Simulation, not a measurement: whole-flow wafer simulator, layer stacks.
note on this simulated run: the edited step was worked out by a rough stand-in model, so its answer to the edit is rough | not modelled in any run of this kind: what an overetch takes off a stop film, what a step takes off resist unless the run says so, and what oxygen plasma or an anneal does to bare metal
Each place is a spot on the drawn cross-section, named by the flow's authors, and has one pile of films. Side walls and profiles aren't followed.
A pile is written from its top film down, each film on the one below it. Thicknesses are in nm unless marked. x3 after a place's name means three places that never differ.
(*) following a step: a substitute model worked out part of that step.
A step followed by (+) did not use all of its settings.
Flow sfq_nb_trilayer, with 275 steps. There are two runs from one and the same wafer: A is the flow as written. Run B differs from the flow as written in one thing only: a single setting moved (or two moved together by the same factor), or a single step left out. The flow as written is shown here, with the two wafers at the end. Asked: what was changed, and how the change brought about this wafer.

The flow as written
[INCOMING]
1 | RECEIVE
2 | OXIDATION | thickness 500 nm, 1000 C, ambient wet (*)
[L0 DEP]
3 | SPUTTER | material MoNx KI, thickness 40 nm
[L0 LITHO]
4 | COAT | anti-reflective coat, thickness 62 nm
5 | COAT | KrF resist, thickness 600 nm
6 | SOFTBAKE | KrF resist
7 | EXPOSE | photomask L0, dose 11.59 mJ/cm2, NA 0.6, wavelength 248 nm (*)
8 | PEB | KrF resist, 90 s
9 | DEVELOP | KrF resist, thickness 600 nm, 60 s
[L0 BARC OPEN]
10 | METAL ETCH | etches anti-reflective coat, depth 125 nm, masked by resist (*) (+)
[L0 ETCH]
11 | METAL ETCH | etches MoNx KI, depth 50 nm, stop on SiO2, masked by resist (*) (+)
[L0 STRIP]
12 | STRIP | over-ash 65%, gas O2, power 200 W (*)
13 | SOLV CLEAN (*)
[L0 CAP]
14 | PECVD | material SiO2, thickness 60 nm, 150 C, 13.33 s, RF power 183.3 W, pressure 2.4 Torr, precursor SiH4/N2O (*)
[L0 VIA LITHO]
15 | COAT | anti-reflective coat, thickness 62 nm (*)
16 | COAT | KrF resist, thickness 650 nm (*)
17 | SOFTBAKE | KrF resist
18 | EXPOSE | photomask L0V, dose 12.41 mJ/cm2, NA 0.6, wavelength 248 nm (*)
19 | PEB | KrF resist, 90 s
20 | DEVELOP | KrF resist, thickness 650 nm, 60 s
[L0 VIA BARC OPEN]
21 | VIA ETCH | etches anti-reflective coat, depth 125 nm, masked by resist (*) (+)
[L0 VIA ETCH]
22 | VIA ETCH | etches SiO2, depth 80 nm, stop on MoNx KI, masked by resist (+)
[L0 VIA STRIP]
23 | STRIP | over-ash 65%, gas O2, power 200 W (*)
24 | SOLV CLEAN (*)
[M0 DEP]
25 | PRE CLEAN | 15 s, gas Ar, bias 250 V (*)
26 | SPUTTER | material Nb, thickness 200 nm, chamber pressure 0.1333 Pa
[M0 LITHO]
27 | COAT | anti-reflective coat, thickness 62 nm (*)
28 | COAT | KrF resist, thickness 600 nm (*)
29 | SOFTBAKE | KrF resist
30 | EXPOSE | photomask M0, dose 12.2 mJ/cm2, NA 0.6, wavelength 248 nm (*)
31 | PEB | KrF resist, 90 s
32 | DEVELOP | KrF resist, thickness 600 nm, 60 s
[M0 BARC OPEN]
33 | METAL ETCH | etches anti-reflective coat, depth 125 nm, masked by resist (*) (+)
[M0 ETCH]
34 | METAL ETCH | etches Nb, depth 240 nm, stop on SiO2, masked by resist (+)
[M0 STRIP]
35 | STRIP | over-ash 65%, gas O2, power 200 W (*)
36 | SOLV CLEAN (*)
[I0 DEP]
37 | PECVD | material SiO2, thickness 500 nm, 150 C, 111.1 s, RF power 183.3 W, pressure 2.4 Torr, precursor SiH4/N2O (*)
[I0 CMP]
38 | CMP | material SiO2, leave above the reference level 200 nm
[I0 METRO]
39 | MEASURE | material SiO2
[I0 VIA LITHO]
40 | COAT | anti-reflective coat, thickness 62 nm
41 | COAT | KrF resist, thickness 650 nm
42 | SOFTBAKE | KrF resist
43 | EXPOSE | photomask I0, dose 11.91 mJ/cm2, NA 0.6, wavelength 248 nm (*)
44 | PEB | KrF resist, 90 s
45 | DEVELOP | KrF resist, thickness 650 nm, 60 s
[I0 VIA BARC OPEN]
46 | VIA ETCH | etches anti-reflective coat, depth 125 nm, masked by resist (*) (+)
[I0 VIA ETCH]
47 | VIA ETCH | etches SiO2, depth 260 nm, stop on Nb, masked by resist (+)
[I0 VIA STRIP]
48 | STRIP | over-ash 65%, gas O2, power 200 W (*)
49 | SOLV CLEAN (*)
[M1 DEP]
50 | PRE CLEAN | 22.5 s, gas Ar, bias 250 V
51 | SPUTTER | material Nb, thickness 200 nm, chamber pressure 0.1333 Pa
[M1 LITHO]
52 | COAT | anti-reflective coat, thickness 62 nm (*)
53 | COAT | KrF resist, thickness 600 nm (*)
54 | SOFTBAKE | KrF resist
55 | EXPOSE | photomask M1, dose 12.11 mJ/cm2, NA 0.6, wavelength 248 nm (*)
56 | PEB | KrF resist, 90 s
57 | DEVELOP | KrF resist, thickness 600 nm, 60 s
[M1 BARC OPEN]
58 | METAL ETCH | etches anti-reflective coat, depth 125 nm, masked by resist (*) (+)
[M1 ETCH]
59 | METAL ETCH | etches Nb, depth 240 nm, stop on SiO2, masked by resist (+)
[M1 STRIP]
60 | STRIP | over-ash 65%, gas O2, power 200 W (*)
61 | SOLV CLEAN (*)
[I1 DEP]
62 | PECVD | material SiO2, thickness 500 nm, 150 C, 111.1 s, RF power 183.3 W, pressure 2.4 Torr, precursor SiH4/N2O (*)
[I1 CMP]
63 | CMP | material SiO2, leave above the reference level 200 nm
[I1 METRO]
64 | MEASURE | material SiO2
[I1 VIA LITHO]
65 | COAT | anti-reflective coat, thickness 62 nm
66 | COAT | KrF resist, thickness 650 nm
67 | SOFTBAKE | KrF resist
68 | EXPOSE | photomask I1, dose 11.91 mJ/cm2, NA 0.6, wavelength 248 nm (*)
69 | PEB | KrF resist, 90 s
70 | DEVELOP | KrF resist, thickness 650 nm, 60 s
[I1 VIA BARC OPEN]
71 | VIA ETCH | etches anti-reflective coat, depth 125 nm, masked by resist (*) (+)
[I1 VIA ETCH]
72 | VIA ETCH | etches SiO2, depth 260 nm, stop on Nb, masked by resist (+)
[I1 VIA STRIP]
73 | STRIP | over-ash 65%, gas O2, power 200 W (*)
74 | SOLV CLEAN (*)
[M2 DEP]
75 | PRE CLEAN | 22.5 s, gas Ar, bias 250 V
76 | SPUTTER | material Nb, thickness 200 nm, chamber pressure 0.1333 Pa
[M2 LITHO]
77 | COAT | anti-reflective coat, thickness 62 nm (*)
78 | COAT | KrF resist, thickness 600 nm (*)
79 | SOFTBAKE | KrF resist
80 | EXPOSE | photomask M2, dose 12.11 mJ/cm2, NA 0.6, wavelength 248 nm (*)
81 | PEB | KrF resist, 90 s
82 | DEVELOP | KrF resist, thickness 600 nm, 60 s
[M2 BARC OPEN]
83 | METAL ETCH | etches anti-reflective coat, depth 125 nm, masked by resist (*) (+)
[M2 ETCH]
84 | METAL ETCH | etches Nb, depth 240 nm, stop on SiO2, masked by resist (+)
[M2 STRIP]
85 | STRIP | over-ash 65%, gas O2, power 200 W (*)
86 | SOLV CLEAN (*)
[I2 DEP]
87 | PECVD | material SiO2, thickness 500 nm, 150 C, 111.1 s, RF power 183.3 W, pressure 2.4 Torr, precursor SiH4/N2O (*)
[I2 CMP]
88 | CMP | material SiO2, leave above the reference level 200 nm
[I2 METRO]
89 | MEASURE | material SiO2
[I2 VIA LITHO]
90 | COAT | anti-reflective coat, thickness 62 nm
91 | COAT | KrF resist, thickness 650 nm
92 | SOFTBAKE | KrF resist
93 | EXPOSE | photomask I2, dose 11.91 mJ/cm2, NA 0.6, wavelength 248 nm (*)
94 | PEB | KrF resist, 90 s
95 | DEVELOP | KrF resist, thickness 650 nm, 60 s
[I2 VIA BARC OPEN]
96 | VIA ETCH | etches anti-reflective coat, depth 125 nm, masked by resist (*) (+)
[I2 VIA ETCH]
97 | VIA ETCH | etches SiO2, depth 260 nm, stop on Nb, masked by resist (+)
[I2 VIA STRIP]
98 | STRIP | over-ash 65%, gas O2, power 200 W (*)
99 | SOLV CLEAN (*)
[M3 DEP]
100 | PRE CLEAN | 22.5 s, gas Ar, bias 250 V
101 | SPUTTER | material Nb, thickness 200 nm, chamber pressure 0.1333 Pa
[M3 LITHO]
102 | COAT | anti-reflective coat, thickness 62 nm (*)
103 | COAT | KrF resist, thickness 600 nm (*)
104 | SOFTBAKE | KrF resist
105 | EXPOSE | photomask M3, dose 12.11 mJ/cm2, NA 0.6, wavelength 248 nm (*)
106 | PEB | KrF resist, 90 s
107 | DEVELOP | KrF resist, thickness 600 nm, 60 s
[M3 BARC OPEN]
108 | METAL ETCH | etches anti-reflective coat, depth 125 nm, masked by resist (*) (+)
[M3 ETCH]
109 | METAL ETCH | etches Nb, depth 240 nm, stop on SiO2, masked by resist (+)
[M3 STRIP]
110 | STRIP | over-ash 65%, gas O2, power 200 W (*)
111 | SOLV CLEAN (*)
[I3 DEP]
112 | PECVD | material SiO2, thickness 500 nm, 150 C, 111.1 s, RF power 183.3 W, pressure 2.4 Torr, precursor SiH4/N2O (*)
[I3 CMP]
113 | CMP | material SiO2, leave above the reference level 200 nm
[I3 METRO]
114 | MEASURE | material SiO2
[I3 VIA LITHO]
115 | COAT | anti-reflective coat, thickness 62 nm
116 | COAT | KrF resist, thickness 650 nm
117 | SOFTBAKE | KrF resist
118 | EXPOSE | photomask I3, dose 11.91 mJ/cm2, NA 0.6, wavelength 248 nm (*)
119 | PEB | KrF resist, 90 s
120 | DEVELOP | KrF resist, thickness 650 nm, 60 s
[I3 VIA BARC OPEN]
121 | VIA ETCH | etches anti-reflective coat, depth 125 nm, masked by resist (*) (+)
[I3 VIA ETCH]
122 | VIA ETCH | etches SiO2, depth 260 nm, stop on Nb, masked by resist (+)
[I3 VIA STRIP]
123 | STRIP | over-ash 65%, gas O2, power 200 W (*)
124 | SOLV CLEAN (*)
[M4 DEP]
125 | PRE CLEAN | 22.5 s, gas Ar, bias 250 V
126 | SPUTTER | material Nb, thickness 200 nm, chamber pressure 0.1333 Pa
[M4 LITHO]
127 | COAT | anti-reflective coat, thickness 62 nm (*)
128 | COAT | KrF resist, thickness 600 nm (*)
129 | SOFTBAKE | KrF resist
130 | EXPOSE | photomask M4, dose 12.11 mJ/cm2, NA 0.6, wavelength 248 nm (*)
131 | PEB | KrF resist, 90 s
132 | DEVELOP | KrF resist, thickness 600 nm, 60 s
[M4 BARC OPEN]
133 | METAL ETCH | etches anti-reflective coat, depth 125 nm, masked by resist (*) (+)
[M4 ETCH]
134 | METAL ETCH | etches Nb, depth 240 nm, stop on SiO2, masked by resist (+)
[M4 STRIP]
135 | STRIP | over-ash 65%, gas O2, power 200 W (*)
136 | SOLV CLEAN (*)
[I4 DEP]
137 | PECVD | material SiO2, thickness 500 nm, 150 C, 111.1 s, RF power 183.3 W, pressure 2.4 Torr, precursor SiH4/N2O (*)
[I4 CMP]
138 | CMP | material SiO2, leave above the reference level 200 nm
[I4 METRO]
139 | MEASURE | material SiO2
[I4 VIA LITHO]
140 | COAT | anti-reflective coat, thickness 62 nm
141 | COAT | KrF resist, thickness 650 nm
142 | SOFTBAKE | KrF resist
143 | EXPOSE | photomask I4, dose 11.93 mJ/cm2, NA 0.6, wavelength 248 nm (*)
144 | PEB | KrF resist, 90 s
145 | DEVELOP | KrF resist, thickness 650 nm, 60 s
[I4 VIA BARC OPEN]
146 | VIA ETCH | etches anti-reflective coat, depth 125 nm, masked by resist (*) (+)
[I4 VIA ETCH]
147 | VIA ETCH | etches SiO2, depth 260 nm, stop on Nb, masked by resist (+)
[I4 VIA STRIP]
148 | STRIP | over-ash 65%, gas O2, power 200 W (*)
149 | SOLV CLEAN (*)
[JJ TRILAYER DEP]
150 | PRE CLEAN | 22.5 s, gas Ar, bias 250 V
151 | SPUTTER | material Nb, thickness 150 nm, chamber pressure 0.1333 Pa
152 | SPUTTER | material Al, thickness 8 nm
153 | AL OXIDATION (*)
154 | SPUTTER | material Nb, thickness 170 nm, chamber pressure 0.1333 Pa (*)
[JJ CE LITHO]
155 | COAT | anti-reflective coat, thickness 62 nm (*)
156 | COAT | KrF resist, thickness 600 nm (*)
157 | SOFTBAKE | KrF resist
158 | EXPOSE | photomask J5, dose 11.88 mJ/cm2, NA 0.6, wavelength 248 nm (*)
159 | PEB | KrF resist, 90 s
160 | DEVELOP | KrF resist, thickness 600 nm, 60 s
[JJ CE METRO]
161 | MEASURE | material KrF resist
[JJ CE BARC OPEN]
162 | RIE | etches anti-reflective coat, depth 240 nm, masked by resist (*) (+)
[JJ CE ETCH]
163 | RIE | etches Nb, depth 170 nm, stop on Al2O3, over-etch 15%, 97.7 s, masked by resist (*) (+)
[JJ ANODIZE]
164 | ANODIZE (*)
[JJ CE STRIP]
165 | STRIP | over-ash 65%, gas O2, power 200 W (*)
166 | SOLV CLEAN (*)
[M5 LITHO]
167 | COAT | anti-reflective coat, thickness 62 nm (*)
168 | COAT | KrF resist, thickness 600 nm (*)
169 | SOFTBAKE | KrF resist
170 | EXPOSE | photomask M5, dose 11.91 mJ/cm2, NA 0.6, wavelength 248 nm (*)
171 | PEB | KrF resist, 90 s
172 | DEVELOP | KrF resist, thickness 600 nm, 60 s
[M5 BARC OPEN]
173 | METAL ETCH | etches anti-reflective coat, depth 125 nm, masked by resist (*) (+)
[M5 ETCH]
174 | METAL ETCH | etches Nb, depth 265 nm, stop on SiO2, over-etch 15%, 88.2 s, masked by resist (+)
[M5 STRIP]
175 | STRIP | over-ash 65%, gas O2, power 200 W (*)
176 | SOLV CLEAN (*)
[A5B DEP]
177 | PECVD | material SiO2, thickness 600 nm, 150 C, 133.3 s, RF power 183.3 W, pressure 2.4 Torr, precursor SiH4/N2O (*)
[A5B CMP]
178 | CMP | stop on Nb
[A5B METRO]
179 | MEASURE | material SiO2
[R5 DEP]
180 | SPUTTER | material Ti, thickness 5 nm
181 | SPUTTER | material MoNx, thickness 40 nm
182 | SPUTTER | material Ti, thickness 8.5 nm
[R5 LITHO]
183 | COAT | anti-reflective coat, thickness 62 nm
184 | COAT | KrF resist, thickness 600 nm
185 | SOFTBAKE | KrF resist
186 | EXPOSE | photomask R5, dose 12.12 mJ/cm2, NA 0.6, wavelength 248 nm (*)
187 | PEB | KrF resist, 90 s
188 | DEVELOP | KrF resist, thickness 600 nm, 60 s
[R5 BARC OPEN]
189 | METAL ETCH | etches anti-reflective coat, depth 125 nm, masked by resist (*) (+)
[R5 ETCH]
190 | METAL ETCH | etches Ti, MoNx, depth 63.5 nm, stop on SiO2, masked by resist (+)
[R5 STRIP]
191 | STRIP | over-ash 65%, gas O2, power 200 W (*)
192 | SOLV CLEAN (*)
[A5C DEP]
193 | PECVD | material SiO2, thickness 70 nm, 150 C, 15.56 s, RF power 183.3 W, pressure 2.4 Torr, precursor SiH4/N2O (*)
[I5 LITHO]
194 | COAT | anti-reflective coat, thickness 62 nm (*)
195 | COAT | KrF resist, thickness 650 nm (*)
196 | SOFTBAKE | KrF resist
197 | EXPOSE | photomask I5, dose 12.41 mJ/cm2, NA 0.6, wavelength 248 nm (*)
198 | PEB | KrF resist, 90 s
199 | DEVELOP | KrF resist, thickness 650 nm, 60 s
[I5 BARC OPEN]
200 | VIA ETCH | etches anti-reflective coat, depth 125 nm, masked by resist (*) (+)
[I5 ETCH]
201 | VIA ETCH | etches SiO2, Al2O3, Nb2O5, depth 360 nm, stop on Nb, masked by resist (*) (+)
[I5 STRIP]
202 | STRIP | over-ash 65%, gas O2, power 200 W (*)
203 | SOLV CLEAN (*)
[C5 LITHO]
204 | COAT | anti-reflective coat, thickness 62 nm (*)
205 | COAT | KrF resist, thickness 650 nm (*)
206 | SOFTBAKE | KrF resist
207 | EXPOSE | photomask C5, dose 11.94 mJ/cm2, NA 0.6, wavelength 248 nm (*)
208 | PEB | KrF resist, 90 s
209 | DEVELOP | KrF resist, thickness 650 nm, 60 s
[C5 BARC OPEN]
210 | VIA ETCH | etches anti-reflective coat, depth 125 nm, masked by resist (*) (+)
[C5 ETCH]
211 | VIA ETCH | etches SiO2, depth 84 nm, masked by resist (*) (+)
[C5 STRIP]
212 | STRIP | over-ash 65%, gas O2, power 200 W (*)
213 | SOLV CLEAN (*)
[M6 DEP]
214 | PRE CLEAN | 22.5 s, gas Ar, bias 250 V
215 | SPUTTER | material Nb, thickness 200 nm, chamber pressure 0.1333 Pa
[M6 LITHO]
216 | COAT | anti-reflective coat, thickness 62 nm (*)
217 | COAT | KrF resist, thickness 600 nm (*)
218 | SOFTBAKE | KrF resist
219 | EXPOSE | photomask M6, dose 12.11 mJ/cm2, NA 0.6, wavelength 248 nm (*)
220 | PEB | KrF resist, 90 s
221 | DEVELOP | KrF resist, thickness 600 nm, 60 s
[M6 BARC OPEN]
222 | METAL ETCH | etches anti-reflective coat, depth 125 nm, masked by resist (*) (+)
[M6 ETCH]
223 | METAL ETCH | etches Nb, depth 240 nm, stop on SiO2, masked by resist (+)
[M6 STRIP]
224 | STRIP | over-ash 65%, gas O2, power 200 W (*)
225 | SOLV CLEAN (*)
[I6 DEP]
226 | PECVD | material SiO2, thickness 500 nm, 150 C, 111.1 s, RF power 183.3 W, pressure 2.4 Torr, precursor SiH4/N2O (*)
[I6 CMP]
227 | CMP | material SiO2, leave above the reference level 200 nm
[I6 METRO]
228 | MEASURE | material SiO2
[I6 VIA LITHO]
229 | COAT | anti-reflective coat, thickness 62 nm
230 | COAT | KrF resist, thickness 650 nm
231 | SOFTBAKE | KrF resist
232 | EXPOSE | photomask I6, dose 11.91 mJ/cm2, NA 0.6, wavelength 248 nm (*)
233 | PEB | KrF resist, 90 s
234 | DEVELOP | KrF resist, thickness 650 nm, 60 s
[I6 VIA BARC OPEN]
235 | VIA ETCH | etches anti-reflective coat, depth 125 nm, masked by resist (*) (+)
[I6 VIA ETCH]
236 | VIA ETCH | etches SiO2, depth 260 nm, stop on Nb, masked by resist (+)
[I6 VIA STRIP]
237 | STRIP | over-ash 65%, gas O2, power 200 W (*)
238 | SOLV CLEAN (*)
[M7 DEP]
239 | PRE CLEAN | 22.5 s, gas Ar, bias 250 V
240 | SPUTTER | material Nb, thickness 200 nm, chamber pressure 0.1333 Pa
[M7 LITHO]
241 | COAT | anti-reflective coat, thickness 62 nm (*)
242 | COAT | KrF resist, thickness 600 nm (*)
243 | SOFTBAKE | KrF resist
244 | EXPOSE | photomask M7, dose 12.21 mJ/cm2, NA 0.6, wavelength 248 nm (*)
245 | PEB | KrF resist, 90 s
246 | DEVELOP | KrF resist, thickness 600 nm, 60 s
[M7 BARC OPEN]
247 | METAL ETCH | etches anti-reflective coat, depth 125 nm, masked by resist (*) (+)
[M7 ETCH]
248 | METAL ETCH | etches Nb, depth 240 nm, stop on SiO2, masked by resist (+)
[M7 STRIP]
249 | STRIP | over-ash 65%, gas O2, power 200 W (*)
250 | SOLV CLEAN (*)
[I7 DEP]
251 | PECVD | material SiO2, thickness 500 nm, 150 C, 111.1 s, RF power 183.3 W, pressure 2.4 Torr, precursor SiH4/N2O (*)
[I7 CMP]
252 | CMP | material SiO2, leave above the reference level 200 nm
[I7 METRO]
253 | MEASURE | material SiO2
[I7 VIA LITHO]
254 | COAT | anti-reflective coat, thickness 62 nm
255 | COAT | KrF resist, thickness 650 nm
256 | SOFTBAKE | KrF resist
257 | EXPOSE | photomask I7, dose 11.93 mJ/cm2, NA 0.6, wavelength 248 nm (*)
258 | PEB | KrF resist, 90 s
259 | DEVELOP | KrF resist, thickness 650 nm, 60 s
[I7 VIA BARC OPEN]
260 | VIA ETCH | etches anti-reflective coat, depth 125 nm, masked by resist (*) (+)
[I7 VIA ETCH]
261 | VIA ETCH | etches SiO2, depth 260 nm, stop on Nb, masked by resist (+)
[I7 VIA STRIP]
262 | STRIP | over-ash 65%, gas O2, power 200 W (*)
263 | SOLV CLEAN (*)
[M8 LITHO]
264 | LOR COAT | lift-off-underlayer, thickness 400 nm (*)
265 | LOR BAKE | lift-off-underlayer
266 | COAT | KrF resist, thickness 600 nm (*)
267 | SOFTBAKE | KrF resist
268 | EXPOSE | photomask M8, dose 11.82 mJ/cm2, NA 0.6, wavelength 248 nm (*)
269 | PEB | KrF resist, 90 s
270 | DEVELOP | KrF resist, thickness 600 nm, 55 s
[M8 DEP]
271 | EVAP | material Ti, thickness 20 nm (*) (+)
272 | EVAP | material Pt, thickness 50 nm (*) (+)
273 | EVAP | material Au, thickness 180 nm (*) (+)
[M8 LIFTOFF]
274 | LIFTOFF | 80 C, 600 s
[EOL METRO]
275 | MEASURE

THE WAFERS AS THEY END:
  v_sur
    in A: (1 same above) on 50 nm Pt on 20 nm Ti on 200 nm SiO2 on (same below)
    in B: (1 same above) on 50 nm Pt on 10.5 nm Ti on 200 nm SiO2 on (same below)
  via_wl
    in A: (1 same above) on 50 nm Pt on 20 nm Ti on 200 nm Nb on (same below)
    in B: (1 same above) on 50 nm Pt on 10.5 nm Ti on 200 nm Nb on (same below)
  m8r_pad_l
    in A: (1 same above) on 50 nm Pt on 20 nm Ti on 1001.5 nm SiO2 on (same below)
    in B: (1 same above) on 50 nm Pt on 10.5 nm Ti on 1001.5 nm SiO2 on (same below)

What caused this: step 271, EVAP: thickness 10.5 nm was run, while the flow as written has thickness 20 nm.
The wafer lets one read it off: v_sur has Ti 10.5, and step 271 as written asks for 20 nm.

Step by step, how the change led to this:
  271 | EVAP | material Ti, thickness 20 nm (*) (+)
      field_l, v_sur, via_wl and 103 more: A +20 Ti (new film) | B +10.5 Ti (new film)
  274 | LIFTOFF | 80 C, 600 s
      p4_fl, p4_fm, p4_w1 and 71 more: A -180 Au (all of it), -50 Pt (all of it), -20 Ti (all of it), -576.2 KrF resist (all of it), -400 lift-off-underlayer (all of it) | B -180 Au (all of it), -50 Pt (all of it), -10.5 Ti (all of it), -576.2 KrF resist (all of it), -400 lift-off-underlayer (all of it)
      c5j, ce_r: A -180 Au (all of it), -50 Pt (all of it), -20 Ti (all of it), -573.3 KrF resist (all of it), -399.3 lift-off-underlayer (all of it) | B -180 Au (all of it), -50 Pt (all of it), -10.5 Ti (all of it), -573.3 KrF resist (all of it), -399.3 lift-off-underlayer (all of it)
      (as well as at 19 more places)
